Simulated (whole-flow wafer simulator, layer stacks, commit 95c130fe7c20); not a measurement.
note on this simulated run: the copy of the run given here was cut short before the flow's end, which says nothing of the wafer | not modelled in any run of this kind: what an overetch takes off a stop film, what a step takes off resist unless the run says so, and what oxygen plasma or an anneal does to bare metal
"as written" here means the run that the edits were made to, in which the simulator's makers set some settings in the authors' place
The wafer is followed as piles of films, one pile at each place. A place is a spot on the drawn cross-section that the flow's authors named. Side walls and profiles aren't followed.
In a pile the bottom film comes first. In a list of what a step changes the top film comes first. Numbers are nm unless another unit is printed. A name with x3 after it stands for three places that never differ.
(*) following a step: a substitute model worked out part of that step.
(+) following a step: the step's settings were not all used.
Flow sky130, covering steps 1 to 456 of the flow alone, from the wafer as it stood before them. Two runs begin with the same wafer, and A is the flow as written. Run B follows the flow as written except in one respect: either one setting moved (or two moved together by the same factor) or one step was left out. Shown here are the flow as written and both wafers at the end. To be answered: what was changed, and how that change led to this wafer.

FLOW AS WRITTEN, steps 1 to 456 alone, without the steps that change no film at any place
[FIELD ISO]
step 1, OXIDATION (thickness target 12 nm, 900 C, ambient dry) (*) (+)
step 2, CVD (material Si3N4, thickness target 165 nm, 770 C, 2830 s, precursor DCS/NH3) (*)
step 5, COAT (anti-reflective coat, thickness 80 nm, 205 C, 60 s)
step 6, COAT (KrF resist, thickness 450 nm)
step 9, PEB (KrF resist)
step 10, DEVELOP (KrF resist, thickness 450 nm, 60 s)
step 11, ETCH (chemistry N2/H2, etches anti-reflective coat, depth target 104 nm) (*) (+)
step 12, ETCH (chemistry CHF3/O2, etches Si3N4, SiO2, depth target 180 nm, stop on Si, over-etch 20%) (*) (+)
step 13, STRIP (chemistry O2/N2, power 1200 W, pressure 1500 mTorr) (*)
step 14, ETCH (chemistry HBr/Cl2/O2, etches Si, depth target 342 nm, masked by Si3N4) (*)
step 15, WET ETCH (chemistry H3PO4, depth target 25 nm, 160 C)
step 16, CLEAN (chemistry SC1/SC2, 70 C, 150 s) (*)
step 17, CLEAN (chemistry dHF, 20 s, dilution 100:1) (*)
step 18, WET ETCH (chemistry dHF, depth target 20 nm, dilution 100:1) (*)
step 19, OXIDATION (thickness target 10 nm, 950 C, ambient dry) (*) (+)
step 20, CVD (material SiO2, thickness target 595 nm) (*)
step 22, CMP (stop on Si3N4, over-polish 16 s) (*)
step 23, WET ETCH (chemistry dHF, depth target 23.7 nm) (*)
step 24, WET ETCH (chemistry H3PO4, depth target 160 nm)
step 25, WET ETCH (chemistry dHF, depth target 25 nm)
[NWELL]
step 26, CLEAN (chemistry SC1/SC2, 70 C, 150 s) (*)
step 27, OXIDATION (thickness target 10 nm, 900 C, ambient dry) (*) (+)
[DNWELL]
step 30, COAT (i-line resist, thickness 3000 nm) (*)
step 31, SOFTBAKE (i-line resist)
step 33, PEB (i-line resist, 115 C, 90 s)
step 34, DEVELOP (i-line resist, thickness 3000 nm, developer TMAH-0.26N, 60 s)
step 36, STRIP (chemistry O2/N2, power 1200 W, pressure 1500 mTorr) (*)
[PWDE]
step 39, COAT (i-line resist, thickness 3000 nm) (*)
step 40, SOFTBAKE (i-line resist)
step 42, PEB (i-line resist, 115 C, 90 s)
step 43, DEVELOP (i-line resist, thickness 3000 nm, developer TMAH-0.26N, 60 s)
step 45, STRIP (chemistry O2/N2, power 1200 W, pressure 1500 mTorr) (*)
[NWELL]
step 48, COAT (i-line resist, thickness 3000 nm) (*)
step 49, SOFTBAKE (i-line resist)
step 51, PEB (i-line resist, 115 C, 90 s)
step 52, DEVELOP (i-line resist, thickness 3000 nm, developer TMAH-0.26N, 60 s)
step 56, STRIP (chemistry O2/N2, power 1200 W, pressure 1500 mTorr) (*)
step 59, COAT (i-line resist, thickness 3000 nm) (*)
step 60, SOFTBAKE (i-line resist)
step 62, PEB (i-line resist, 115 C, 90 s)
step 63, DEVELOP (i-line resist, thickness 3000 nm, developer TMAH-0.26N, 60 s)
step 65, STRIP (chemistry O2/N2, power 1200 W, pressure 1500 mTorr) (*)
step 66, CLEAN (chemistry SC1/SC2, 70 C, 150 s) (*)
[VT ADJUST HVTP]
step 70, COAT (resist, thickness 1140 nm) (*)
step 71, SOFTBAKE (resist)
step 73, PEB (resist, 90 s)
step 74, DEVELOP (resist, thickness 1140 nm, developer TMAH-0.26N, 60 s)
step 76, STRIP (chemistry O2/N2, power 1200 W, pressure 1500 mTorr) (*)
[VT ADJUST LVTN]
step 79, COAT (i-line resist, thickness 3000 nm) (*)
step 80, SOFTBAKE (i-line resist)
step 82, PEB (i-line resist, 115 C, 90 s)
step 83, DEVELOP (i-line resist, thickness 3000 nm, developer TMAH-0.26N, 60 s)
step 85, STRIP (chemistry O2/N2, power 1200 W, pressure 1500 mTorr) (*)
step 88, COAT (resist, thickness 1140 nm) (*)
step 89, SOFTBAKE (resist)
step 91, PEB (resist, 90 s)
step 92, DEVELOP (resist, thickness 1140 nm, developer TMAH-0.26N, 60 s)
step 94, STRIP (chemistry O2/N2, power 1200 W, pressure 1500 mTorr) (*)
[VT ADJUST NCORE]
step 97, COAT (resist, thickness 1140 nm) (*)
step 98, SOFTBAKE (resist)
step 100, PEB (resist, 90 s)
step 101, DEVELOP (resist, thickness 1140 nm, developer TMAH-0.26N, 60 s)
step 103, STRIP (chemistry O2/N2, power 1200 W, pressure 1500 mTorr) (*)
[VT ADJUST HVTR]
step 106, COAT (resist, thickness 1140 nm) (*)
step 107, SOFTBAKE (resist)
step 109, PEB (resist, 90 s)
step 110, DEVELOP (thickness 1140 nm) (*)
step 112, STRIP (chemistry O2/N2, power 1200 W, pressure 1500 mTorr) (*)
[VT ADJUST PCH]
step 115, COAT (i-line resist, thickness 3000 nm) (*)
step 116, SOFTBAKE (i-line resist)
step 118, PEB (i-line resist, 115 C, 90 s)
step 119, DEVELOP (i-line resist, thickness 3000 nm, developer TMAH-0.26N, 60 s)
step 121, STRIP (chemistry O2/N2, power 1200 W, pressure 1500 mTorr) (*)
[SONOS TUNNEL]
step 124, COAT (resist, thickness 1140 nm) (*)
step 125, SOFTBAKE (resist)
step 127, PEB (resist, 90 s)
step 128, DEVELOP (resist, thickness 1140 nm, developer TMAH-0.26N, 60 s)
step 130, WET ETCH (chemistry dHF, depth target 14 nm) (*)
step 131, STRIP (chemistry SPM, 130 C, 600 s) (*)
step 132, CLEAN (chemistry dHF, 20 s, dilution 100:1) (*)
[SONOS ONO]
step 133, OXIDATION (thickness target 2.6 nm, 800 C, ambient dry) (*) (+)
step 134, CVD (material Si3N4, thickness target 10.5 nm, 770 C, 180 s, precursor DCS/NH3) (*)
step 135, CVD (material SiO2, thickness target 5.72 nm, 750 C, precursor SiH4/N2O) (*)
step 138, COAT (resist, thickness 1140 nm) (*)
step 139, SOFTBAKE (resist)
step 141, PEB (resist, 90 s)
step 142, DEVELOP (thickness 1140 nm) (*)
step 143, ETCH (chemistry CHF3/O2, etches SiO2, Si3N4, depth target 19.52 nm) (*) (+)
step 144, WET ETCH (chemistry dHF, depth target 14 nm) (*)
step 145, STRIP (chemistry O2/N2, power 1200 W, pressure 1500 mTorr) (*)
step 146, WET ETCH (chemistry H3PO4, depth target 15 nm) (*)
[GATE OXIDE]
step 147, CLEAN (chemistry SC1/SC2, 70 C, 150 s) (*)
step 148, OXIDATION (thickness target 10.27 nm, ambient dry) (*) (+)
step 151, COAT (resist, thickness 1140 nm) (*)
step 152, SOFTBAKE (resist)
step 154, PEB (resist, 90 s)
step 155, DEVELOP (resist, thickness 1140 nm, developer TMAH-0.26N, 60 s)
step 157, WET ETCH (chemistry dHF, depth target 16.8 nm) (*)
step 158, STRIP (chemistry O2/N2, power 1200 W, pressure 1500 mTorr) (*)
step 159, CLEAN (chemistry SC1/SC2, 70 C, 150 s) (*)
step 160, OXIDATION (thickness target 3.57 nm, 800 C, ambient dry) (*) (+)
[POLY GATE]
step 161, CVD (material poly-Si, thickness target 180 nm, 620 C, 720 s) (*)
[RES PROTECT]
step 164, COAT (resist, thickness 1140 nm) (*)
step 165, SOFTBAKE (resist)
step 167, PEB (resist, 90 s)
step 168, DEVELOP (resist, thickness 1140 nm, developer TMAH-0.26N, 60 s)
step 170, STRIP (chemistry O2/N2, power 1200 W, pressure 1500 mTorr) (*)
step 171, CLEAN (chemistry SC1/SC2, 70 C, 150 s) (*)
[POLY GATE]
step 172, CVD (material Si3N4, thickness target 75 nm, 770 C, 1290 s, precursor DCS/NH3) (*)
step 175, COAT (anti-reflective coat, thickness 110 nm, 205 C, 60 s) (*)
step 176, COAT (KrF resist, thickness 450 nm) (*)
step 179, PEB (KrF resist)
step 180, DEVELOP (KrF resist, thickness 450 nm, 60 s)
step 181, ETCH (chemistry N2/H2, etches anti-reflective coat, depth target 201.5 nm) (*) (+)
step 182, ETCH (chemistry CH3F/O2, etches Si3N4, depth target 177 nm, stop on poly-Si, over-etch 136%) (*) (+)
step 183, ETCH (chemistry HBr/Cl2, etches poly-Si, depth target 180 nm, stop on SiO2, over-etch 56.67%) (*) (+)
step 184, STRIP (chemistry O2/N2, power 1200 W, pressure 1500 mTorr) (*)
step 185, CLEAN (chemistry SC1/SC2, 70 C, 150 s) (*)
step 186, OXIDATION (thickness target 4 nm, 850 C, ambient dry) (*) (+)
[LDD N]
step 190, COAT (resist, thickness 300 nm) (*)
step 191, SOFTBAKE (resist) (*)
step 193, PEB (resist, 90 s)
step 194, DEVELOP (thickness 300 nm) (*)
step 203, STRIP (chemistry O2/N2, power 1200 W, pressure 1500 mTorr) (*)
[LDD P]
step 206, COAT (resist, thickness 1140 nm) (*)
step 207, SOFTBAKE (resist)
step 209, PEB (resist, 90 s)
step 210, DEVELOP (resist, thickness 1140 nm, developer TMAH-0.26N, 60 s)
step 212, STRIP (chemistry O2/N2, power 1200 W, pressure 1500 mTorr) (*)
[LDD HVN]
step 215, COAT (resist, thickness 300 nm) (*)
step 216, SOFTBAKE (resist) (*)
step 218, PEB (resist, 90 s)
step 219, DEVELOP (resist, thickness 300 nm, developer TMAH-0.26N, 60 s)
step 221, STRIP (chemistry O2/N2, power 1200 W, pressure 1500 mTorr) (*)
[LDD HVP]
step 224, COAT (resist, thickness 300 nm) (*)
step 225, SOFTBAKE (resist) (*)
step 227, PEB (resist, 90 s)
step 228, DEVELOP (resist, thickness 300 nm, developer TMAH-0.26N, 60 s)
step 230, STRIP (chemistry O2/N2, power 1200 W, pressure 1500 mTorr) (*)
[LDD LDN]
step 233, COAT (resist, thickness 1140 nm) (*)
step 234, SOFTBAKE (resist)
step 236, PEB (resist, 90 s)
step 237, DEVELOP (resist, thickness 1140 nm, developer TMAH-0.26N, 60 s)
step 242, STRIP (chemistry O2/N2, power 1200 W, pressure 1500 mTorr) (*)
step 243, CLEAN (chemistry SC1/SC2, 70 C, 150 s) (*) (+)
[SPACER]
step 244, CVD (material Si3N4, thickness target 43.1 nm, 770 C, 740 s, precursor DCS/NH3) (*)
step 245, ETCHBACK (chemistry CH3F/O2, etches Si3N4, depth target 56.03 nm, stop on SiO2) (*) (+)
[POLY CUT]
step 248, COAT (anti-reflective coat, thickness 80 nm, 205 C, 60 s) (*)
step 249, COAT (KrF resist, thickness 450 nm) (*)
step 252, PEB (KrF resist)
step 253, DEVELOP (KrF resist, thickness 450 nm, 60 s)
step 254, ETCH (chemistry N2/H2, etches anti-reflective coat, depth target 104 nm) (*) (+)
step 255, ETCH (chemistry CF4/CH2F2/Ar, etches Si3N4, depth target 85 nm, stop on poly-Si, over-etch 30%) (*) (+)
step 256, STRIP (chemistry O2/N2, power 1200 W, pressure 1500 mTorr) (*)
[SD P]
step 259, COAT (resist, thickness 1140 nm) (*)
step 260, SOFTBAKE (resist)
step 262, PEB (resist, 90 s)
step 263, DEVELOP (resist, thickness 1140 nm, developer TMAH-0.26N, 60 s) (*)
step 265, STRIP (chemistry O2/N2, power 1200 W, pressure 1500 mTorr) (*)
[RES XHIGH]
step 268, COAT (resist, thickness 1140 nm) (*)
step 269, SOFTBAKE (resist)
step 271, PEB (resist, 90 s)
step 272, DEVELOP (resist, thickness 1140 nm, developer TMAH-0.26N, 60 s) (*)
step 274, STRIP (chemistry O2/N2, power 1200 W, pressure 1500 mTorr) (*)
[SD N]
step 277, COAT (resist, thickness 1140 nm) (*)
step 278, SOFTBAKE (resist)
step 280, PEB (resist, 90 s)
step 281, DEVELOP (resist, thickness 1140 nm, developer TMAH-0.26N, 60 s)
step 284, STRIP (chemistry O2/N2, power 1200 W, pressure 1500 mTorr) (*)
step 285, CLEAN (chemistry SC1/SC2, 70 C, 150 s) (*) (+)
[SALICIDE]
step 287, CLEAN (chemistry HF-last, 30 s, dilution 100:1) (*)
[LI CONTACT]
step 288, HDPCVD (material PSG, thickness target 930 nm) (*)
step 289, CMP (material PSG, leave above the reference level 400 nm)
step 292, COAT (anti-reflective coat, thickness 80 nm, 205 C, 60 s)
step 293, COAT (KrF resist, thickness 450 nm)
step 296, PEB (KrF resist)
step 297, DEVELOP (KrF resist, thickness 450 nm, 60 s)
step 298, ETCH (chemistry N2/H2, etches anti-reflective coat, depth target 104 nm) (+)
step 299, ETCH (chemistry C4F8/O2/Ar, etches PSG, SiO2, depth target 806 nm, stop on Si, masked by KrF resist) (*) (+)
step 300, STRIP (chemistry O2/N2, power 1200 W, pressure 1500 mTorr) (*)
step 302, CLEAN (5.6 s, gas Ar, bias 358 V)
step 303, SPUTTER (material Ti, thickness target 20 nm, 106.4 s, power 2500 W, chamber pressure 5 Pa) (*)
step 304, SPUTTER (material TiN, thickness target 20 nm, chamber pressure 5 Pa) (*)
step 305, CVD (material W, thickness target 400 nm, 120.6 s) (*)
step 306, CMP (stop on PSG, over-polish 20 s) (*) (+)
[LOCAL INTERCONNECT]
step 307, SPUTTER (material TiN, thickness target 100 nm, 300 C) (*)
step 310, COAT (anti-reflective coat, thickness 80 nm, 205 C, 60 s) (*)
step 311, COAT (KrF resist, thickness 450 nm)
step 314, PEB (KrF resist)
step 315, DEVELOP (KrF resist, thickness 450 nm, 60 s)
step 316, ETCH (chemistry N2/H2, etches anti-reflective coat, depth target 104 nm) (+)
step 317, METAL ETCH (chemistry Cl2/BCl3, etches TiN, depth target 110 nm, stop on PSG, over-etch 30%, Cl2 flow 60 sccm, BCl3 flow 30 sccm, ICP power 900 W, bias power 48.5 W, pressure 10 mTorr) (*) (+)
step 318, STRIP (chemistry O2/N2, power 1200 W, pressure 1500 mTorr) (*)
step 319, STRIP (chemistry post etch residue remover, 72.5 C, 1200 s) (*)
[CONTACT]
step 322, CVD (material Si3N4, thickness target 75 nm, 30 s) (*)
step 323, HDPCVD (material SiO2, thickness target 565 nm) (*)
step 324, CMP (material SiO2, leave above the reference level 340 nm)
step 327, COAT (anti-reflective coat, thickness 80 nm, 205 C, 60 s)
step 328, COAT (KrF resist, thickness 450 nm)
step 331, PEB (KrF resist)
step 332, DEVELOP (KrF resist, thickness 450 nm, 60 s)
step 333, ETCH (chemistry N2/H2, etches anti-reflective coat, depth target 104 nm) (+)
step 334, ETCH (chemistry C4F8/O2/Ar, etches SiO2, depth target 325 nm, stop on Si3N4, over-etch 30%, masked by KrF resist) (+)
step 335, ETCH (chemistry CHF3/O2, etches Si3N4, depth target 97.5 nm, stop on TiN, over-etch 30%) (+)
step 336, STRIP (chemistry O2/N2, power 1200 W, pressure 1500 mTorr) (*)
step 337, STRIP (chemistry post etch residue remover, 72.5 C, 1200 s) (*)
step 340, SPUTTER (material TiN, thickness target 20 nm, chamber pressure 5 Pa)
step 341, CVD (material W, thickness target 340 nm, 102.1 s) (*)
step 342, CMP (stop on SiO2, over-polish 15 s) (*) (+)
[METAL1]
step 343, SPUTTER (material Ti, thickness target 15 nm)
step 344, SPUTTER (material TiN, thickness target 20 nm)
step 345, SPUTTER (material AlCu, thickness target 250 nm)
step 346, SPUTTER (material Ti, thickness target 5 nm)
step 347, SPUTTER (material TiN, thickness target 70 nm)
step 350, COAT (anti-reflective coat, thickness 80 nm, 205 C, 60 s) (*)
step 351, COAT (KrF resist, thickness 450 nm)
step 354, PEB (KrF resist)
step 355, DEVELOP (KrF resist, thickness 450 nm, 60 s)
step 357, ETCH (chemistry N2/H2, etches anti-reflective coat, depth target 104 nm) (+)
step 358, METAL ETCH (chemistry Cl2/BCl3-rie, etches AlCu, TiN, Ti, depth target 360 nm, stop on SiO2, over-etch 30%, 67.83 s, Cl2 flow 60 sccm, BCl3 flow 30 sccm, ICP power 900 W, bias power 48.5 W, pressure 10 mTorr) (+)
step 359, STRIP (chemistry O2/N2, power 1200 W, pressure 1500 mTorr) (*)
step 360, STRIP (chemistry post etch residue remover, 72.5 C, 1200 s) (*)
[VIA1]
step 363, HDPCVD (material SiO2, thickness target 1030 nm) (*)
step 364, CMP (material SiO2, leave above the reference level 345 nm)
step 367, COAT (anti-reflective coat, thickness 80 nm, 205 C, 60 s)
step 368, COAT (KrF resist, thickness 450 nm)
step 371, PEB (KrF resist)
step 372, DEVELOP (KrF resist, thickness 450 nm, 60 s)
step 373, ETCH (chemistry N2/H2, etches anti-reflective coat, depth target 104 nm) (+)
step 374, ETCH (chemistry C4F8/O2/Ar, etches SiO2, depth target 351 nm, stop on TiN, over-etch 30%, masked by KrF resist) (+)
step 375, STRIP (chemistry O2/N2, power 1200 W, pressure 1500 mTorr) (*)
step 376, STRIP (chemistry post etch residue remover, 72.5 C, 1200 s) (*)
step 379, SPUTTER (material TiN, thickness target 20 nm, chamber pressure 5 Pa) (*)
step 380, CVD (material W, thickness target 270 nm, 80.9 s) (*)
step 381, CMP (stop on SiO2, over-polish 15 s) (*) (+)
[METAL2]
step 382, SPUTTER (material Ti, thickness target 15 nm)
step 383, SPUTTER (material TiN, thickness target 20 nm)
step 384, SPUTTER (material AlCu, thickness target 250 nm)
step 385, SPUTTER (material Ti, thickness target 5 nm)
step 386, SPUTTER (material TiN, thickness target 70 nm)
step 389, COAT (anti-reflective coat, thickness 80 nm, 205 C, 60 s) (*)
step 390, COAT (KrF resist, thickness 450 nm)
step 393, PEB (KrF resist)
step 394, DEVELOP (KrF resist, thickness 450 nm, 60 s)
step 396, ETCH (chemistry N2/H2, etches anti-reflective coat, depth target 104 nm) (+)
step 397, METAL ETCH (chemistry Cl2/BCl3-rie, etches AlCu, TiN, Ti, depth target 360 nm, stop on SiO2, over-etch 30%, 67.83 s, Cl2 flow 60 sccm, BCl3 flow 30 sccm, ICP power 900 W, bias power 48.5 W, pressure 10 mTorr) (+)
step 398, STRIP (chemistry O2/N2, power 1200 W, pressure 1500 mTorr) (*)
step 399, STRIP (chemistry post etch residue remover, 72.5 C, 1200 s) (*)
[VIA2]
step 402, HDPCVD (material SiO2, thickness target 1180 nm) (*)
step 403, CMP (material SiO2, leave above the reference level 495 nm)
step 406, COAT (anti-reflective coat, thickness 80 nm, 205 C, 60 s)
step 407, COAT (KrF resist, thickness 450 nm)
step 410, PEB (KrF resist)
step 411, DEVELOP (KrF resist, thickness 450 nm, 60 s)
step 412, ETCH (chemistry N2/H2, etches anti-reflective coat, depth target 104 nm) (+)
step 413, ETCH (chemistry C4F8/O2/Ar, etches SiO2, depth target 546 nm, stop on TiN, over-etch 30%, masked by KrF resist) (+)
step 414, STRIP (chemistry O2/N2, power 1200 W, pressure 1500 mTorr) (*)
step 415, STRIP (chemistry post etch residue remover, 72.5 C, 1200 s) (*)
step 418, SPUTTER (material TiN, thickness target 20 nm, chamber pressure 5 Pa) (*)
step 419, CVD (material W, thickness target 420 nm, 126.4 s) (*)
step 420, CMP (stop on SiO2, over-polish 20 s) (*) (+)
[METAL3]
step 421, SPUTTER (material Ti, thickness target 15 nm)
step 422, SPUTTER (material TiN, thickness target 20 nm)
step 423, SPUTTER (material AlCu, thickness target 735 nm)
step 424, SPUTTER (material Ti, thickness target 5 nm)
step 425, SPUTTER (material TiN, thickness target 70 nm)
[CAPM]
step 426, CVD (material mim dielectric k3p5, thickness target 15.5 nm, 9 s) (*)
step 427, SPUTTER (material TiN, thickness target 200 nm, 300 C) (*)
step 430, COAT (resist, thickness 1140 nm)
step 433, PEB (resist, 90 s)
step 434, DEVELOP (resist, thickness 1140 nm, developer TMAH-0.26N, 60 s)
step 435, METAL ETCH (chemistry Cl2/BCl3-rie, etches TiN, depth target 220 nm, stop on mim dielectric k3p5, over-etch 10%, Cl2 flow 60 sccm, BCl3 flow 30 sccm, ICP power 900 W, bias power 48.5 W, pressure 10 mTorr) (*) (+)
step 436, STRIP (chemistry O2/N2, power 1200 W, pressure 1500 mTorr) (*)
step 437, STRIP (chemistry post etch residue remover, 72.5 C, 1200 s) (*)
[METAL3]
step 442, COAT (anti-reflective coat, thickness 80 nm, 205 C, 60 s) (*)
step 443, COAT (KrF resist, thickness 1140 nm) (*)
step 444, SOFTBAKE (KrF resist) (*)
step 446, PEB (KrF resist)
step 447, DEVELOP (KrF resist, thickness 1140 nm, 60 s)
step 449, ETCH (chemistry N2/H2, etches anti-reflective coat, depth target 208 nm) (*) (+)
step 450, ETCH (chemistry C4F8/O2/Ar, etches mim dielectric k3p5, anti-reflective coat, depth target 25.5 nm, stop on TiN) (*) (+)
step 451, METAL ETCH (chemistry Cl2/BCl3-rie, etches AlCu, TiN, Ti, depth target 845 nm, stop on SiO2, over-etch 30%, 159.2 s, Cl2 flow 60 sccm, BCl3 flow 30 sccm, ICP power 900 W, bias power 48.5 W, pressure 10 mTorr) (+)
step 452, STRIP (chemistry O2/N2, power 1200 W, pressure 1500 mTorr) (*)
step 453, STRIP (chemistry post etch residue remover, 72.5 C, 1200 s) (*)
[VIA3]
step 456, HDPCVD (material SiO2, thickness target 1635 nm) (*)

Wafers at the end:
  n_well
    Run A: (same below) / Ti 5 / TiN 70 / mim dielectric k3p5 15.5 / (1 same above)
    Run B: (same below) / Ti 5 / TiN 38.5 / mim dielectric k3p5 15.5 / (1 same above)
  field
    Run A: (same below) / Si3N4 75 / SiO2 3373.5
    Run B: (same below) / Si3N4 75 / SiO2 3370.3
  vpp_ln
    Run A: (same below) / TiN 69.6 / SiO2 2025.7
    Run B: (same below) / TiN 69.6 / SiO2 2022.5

The reason: step 425, SPUTTER: thickness target 38.5 nm was run, whereas the flow has thickness target 70 nm.
The wafer itself shows it: n_well has TiN 38.5, and step 425 as written asks for 70 nm.

The path from the change to this, step by step:
  step 425, SPUTTER (material TiN, thickness target 70 nm)
      field, active, n_well and 188 more: A TiN gains 70 (new film) | B TiN gains 38.5 (new film)
  step 451, METAL ETCH (chemistry Cl2/BCl3-rie, etches AlCu, TiN, Ti, depth target 845 nm, stop on SiO2, over-etch 30%, 159.2 s, Cl2 flow 60 sccm, BCl3 flow 30 sccm, ICP power 900 W, bias power 48.5 W, pressure 10 mTorr) (+)
      field, active, gate and 69 more: A TiN loses 70 (all of it), Ti loses 5 (all of it), AlCu loses 735 (all of it), TiN loses 20 (all of it), Ti loses 15 (all of it), SiO2 loses 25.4 | B TiN loses 38.5 (all of it), Ti loses 5 (all of it), AlCu loses 735 (all of it), TiN loses 20 (all of it), Ti loses 15 (all of it), SiO2 loses 28.5
      vpp_ln, vpp_iso2, ndiff_ln and 10 more: A TiN loses 70 (all of it), Ti loses 5 (all of it), AlCu loses 735 (all of it), TiN loses 20 (all of it), Ti loses 15 (all of it), SiO2 loses 25.3 | B TiN loses 38.5 (all of it), Ti loses 5 (all of it), AlCu loses 735 (all of it), TiN loses 20 (all of it), Ti loses 15 (all of it), SiO2 loses 28.5
